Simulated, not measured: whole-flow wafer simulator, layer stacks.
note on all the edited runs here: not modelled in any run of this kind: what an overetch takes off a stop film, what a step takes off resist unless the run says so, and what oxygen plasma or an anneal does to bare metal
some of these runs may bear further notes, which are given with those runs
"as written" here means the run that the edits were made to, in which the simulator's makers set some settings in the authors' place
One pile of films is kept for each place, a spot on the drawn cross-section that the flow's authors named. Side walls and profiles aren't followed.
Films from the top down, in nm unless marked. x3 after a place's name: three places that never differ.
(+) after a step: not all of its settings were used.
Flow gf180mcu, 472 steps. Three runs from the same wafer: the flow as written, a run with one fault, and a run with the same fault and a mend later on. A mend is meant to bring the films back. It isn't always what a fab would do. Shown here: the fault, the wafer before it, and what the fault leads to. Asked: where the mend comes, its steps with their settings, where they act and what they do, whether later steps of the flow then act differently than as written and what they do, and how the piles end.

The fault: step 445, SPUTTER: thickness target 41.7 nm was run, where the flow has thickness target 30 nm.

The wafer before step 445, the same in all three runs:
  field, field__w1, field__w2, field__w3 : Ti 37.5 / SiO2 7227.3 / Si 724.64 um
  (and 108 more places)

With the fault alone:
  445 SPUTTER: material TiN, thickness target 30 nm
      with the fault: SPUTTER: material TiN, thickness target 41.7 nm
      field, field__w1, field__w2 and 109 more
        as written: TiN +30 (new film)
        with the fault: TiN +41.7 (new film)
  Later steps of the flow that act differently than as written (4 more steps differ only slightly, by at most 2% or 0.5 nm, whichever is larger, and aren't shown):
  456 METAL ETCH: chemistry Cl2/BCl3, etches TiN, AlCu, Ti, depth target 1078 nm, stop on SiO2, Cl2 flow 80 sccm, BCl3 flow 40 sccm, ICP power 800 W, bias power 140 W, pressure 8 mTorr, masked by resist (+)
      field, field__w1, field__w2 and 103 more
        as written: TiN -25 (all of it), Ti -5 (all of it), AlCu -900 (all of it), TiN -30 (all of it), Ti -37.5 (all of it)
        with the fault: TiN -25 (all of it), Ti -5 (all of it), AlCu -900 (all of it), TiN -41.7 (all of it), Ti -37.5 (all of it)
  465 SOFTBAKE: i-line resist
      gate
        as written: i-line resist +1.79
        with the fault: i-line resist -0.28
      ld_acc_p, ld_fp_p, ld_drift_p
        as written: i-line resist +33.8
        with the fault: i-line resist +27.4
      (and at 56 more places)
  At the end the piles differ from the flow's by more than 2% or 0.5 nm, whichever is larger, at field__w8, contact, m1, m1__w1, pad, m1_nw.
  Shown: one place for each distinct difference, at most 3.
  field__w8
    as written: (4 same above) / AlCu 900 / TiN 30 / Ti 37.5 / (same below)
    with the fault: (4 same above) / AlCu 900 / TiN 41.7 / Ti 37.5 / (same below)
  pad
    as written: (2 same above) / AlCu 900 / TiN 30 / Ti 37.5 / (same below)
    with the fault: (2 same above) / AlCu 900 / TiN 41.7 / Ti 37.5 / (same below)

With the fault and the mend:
  The mend comes after step 445.
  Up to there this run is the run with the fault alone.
  445a METAL ETCH: chemistry Cl2/BCl3, etches TiN, AlCu, Ti, depth target 11.7 nm, Cl2 flow 80 sccm, BCl3 flow 40 sccm, ICP power 800 W, bias power 140 W, pressure 8 mTorr (the flow's step 260 once more, with other settings)
      field, field__w1, field__w2 and 109 more
        TiN -11.7
  No later step of the flow acts differently than as written at any place that is followed.
  At the end the piles are the same as the flow's at every place that both follow.
